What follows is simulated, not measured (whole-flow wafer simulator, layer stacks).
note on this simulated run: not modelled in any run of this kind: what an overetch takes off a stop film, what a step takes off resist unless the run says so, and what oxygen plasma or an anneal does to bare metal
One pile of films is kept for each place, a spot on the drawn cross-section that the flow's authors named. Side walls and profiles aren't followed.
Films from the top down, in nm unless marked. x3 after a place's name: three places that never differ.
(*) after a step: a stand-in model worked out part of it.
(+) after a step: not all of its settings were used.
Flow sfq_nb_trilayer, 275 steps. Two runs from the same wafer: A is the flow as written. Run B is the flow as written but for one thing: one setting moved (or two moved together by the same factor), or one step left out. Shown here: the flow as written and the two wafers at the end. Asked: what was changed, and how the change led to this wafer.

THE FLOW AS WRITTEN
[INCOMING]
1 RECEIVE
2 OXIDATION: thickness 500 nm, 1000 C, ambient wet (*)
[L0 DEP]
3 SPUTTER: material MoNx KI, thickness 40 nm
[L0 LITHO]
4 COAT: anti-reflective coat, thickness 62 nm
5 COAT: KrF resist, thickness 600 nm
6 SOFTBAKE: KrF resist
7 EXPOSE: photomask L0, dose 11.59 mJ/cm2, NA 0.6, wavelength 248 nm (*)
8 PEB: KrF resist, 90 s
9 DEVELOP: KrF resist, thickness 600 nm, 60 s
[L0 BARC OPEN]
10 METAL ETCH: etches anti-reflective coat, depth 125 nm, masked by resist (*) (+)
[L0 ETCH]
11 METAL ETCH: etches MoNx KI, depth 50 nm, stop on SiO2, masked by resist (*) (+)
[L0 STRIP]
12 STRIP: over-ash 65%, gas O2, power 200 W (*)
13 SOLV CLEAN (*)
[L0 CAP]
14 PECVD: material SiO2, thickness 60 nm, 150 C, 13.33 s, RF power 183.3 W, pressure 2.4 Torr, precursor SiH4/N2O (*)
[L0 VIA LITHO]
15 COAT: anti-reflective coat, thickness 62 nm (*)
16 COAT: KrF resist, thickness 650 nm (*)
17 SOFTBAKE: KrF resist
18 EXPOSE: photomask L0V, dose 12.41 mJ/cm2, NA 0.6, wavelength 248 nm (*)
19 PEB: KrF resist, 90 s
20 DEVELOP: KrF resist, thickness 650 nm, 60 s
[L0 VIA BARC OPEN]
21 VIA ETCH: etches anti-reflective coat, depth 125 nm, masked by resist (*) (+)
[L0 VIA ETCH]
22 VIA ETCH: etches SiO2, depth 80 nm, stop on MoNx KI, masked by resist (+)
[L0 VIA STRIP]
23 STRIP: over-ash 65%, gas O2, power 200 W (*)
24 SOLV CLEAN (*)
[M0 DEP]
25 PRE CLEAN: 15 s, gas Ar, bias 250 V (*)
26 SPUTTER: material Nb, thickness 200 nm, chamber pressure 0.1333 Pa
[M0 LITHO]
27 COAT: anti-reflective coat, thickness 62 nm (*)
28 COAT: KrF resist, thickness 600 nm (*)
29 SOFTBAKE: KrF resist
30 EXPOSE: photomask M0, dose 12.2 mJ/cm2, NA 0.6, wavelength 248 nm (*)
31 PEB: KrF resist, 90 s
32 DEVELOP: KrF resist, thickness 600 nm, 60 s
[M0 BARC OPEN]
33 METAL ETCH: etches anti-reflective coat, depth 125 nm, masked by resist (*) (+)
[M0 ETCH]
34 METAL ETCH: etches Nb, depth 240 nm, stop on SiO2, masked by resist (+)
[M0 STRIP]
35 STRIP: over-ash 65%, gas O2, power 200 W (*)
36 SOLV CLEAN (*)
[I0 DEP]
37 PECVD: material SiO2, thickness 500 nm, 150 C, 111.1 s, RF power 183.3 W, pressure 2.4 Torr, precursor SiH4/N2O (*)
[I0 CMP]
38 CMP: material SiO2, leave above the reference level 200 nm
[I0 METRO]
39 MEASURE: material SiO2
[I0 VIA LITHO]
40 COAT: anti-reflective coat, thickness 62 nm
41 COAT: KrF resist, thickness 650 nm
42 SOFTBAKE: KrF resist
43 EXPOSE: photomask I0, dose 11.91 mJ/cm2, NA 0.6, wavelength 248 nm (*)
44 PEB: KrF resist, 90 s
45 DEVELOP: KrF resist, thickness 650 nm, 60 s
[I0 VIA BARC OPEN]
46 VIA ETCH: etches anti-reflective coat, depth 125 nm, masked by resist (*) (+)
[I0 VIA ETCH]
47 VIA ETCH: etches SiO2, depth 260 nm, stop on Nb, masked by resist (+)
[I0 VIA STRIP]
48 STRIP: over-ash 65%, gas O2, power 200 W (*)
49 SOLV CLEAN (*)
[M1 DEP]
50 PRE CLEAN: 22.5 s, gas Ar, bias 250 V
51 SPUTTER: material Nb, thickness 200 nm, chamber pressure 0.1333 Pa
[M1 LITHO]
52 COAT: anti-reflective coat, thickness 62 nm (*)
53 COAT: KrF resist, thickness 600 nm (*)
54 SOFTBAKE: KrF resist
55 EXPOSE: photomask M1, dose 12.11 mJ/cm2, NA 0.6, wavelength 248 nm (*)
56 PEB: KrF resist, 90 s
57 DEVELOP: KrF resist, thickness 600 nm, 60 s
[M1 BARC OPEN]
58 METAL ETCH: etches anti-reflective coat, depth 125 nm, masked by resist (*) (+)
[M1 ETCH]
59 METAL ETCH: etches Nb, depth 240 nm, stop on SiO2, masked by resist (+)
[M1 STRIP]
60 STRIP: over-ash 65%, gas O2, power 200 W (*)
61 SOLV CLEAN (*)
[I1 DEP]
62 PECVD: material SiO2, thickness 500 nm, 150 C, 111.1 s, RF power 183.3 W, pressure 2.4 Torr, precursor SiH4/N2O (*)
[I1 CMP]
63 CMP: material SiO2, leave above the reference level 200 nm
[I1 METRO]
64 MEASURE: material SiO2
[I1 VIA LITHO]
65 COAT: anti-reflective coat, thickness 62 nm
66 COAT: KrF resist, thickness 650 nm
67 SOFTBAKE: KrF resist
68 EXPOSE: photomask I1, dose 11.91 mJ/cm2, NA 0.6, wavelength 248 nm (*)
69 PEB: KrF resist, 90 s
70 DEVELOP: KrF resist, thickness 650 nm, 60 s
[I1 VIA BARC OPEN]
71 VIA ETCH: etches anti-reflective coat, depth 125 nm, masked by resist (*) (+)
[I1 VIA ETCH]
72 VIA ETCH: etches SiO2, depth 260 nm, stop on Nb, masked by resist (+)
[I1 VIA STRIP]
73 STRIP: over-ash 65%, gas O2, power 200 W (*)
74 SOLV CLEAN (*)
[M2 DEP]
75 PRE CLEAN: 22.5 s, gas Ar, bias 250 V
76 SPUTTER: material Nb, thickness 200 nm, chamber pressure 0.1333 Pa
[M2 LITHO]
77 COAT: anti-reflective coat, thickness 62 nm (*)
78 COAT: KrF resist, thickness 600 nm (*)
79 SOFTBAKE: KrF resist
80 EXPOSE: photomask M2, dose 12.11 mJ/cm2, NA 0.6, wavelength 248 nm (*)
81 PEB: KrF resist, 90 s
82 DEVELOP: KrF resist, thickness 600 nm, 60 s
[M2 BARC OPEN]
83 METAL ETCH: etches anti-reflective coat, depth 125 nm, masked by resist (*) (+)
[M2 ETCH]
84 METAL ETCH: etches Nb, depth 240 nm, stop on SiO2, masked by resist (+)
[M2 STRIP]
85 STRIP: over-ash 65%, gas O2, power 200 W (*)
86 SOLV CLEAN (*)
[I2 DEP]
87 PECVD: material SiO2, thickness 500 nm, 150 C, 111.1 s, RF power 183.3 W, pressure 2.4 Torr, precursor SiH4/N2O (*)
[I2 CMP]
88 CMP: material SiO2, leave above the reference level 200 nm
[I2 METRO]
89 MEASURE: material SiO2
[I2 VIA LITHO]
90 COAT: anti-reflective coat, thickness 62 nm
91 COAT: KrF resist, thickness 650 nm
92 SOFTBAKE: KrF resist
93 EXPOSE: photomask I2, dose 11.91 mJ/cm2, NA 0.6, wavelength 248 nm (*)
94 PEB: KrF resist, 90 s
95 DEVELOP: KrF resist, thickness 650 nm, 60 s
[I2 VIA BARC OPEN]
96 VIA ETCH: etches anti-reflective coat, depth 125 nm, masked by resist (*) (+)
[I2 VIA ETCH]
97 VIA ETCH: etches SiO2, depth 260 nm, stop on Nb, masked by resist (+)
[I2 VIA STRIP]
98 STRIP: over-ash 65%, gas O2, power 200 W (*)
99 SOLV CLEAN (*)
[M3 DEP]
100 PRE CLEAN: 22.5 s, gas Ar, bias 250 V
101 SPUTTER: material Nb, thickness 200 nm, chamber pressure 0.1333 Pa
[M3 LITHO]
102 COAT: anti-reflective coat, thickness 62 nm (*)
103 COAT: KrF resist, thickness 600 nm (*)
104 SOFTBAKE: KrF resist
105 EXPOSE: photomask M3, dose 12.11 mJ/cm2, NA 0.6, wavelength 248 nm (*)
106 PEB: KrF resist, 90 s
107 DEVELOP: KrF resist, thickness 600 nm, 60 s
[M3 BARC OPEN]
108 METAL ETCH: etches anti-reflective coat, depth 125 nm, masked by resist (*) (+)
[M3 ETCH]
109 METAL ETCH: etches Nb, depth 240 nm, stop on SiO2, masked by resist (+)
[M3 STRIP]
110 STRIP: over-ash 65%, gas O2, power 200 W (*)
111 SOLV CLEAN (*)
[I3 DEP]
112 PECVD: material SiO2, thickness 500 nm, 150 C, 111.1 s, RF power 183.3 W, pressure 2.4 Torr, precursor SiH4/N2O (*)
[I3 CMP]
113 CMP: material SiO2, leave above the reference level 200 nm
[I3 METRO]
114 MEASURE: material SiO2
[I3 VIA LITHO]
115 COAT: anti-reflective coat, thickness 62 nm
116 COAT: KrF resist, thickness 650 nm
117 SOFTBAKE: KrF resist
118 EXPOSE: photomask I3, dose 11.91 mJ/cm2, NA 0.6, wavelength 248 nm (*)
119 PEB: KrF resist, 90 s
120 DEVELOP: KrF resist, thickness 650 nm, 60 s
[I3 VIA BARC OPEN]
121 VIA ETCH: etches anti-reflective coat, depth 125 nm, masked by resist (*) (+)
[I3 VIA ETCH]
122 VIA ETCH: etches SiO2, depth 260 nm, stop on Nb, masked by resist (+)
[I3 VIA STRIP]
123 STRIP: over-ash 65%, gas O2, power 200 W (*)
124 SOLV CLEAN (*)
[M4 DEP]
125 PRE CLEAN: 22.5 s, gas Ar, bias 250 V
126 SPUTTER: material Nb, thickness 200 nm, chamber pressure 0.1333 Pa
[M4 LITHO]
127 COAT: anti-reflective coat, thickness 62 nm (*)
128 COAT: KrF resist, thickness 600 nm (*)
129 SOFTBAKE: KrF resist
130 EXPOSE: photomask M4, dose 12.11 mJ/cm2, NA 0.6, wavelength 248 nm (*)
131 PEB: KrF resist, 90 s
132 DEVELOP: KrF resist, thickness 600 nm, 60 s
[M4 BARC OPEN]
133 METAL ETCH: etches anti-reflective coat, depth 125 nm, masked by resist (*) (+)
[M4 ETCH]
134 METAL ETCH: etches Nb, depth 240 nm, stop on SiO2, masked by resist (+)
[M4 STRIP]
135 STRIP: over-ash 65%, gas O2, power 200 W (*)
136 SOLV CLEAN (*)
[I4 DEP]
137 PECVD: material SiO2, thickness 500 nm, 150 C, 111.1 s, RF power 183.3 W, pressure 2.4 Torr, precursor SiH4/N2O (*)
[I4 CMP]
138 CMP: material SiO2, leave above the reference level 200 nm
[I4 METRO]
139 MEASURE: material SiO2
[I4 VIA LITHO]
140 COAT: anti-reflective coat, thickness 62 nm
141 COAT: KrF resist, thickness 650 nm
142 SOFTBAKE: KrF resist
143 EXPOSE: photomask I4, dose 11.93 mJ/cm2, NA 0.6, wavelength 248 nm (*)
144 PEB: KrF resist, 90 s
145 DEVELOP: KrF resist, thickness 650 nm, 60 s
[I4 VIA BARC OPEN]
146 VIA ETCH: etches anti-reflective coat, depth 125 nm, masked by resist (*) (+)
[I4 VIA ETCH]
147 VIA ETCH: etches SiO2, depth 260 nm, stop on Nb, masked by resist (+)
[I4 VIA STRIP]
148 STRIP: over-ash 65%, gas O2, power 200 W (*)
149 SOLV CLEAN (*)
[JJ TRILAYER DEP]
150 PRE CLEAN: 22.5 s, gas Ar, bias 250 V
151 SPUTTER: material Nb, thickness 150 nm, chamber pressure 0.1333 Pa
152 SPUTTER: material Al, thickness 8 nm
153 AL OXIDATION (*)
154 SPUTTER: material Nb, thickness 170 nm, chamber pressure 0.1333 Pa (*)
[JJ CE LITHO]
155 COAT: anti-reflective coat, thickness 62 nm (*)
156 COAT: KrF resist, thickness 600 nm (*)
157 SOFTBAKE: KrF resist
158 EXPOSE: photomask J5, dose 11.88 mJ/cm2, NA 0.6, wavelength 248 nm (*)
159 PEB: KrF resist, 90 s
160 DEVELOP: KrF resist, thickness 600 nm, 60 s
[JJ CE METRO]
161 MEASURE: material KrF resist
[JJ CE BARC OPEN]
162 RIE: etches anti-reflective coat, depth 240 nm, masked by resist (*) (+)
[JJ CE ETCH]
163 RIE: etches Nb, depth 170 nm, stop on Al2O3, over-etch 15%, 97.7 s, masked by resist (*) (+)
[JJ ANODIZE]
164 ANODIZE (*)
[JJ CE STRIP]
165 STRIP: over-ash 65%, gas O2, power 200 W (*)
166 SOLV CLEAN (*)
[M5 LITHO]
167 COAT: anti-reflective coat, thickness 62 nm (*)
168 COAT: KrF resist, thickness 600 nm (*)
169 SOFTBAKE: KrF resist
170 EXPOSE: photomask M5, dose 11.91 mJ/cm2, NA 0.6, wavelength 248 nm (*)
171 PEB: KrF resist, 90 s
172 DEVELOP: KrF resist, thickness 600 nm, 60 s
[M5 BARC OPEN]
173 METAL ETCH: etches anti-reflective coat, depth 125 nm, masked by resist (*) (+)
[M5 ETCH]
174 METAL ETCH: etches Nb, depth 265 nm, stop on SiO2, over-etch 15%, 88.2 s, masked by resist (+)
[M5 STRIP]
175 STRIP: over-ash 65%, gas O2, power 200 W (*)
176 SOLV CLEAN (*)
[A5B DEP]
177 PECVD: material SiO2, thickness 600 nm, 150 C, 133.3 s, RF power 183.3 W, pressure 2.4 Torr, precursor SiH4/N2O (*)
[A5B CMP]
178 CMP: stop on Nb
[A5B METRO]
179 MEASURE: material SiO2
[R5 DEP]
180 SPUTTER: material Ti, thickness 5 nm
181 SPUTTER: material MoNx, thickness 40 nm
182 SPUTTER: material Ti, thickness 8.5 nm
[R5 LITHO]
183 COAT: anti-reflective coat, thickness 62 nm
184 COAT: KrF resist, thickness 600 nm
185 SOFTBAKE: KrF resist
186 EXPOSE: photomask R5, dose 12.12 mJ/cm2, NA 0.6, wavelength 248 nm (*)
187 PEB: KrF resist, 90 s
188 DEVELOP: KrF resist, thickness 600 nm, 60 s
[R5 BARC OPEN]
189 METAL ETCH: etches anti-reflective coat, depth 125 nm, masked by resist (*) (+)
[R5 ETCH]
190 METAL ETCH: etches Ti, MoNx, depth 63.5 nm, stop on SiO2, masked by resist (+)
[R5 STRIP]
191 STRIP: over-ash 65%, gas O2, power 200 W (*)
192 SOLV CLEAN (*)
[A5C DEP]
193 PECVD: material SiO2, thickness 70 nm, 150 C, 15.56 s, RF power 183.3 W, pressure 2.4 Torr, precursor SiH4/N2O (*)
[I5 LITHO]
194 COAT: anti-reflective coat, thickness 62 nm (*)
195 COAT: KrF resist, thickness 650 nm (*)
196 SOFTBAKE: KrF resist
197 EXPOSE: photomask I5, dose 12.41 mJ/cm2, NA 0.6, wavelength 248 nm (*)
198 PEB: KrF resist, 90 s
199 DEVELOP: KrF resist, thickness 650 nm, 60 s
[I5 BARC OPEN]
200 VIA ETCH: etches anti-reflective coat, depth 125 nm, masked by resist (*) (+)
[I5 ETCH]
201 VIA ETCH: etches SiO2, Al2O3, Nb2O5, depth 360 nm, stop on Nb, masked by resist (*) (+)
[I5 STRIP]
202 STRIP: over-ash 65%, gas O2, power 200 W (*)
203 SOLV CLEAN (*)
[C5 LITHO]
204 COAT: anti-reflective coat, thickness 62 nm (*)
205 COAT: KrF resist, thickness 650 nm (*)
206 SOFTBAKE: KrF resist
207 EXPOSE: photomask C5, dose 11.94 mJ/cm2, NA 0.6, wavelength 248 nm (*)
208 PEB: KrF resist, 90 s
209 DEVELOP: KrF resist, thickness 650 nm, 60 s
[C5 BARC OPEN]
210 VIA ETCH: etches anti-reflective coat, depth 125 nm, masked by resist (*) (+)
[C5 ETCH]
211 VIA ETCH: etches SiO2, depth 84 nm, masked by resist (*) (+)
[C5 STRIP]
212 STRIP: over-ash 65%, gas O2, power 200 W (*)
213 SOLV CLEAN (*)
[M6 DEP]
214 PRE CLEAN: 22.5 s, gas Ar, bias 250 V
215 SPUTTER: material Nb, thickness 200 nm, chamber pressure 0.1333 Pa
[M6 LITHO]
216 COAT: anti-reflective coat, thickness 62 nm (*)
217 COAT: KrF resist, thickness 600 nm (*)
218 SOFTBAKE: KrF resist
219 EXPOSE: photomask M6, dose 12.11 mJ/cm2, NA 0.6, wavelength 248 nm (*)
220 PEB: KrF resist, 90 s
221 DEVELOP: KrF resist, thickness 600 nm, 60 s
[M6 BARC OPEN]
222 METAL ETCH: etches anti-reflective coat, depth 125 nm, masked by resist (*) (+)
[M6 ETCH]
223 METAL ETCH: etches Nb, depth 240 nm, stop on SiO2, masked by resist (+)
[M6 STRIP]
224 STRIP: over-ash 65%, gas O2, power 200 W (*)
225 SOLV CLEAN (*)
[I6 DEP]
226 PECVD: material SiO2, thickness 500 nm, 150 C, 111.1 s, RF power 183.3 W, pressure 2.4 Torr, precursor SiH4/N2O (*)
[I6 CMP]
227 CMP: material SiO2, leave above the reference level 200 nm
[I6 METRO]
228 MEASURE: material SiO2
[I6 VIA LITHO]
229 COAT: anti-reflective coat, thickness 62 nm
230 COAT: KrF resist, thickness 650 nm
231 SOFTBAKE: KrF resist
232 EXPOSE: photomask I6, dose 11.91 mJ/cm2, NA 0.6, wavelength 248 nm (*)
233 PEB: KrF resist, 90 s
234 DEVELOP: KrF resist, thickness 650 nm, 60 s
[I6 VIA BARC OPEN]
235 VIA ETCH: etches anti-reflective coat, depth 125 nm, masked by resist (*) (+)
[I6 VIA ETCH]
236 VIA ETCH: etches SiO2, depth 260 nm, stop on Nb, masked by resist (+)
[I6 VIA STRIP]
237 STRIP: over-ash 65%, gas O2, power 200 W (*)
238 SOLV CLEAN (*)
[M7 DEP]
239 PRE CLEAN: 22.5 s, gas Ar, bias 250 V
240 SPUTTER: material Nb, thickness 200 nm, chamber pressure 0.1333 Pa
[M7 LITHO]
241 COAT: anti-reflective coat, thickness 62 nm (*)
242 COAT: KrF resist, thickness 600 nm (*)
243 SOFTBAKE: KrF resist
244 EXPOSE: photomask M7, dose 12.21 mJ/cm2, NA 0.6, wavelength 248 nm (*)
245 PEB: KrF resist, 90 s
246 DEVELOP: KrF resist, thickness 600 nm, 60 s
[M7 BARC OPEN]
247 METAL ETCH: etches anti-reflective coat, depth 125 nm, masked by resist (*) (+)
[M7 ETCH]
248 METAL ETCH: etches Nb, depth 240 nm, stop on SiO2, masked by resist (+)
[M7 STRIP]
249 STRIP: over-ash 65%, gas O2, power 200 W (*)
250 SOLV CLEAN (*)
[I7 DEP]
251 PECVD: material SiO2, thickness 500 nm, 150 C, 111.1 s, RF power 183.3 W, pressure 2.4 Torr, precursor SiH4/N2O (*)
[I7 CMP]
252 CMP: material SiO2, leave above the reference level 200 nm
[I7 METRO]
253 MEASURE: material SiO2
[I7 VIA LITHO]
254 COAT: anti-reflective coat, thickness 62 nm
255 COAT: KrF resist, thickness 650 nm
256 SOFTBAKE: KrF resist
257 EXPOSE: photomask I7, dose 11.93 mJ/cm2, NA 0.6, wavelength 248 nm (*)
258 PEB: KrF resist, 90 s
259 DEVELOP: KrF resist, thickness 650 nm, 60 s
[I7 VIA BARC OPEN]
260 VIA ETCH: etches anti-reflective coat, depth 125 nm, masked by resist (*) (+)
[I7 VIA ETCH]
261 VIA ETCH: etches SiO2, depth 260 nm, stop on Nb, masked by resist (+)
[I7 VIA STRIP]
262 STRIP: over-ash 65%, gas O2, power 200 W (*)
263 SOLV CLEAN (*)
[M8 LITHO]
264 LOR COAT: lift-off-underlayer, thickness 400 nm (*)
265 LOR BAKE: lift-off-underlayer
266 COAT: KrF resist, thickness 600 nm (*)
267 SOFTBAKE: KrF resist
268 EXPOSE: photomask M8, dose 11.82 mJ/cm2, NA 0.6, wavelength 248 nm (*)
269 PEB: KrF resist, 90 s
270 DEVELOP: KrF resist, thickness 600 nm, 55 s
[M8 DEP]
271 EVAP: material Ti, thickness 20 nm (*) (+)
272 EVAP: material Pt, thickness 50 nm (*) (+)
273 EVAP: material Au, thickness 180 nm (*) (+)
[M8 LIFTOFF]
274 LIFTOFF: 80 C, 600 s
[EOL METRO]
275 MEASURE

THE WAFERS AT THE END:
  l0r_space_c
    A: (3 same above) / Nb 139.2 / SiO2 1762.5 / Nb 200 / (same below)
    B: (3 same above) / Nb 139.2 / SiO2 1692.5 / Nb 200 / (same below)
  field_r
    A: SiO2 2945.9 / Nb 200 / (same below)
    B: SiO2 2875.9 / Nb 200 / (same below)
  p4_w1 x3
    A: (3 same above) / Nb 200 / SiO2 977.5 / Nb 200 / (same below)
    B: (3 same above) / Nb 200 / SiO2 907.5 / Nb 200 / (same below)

The cause: step 38, CMP: leave above the reference level 130 nm was run, where the flow has leave above the reference level 200 nm.

How the change led to this, step by step:
  38 CMP: material SiO2, leave above the reference level 200 nm
      v_sur, via_wl, via_w and 94 more: A SiO2 -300 | B SiO2 -370
      field_l, l0_sur, l0r_line_l, l0r_line_c, l0r_line_r: A SiO2 -340 | B SiO2 -410
      (and at 4 more places)
  47 VIA ETCH: etches SiO2, depth 260 nm, stop on Nb, masked by resist (+)
      field_l, v_sur, via_wl and 102 more: A KrF resist -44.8 | B KrF resist -33.6
      via_w: A SiO2 -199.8 (all of it) | B SiO2 -129.8 (all of it)
  48 STRIP: over-ash 65%, gas O2, power 200 W (*)
      field_l, v_sur, via_wl and 102 more: A KrF resist -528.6 (all of it), anti-reflective coat -62 (all of it) | B KrF resist -539.9 (all of it), anti-reflective coat -62 (all of it)
  51 SPUTTER: material Nb, thickness 200 nm, chamber pressure 0.1333 Pa
      via_w: A Nb +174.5 | B Nb +188.6
  52 COAT: anti-reflective coat, thickness 62 nm (*)
      via_wl: A anti-reflective coat +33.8 (new film) | B anti-reflective coat +37.1 (new film)
      via_w: A anti-reflective coat +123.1 (new film) | B anti-reflective coat +107.4 (new film)
      (and at 1 more place)
  53 COAT: KrF resist, thickness 600 nm (*)
      via_w: A KrF resist +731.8 (new film) | B KrF resist +674.7 (new film)
  60 STRIP: over-ash 65%, gas O2, power 200 W (*)
      via_wl: A KrF resist -385.5 (all of it), anti-reflective coat -33.8 (all of it) | B KrF resist -391 (all of it), anti-reflective coat -37.1 (all of it)
      via_w: A KrF resist -513.8 (all of it), anti-reflective coat -123.1 (all of it) | B KrF resist -456.9 (all of it), anti-reflective coat -107.4 (all of it)
      (and at 1 more place)
  62 PECVD: material SiO2, thickness 500 nm, 150 C, 111.1 s, RF power 183.3 W, pressure 2.4 Torr, precursor SiH4/N2O (*)
      via_w: A SiO2 +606 (new film) | B SiO2 +500 (new film)
  63 CMP: material SiO2, leave above the reference level 200 nm
      via_w: A SiO2 -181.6 | B SiO2 -159.7
